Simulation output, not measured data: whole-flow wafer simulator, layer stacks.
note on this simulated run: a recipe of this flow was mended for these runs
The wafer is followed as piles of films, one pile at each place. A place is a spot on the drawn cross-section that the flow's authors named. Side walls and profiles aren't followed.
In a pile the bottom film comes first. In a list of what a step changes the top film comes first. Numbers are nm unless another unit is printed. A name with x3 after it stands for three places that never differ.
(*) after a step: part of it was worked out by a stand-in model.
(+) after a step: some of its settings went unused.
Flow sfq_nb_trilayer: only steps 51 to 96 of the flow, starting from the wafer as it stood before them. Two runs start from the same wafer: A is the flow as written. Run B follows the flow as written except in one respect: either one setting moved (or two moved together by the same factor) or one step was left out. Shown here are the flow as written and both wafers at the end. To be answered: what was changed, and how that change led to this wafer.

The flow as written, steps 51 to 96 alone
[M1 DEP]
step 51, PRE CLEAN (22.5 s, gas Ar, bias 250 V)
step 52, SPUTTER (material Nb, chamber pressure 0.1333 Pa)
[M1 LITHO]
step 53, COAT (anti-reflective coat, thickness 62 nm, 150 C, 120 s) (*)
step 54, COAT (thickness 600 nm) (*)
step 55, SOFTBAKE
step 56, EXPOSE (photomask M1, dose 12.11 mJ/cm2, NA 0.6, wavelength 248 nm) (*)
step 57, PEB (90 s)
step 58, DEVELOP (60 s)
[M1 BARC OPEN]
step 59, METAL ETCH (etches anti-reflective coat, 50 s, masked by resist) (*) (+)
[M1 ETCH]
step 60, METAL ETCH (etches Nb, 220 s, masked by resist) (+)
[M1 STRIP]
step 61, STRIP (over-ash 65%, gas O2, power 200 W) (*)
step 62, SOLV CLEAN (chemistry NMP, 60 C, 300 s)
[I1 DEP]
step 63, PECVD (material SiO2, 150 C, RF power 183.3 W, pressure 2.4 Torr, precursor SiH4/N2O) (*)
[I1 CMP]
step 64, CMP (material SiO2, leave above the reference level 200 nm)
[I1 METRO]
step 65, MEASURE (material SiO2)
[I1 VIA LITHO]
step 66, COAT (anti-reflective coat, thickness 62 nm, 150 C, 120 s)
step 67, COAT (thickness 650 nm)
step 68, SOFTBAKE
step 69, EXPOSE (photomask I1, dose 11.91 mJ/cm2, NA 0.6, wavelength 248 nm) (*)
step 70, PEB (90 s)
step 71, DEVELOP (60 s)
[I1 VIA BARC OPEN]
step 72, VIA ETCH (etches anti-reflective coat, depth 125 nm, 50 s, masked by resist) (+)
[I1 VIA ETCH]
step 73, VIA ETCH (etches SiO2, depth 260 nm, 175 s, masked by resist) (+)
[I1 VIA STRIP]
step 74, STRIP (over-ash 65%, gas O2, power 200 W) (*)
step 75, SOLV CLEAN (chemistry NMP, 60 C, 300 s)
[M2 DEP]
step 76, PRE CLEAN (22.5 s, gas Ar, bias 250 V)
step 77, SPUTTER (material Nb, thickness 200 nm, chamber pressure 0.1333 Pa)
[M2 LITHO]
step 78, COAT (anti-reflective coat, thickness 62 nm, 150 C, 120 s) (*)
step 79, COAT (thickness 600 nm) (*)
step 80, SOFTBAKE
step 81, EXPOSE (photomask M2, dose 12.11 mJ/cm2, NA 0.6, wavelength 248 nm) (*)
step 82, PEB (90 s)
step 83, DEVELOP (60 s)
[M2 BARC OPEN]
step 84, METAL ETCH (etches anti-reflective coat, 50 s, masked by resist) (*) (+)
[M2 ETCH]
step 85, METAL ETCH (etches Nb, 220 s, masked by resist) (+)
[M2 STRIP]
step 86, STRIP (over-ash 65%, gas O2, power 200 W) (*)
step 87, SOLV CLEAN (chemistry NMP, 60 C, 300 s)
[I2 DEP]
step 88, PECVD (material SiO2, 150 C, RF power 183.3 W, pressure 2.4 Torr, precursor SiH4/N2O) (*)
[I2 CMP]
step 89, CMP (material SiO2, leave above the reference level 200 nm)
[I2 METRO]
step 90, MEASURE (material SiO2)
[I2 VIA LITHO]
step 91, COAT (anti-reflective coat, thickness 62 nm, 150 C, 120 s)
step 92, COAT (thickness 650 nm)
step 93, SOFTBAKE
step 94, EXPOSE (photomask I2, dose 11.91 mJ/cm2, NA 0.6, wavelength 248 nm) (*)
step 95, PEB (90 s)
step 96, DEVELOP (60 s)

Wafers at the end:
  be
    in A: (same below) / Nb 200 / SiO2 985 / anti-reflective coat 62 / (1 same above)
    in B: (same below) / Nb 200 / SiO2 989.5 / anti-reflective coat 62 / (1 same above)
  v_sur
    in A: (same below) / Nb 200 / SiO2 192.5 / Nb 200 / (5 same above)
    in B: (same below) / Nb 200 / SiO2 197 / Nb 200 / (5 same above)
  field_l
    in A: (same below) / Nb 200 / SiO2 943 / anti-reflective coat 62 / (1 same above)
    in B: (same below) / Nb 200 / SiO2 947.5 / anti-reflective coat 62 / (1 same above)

Cause: step 51, PRE CLEAN: 9 s was run, whereas the flow has 22.5 s.

How this came from the change, step by step:
  step 51, PRE CLEAN (22.5 s, gas Ar, bias 250 V)
      field_l, v_sur, via_wl and 102 more: A SiO2 loses 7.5 | B SiO2 loses 3
      via_w: A Nb loses 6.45 | B Nb loses 2.06
  step 53, COAT (anti-reflective coat, thickness 62 nm, 150 C, 120 s) (*)
      via_wr: A anti-reflective coat gains 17 (new film) | B anti-reflective coat gains 16.2 (new film)
  step 61, STRIP (over-ash 65%, gas O2, power 200 W) (*)
      via_wr: A KrF-resist-other-grade loses 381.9 (all of it), anti-reflective coat loses 17 (all of it) | B KrF-resist-other-grade loses 382.5 (all of it), anti-reflective coat loses 16.2 (all of it)
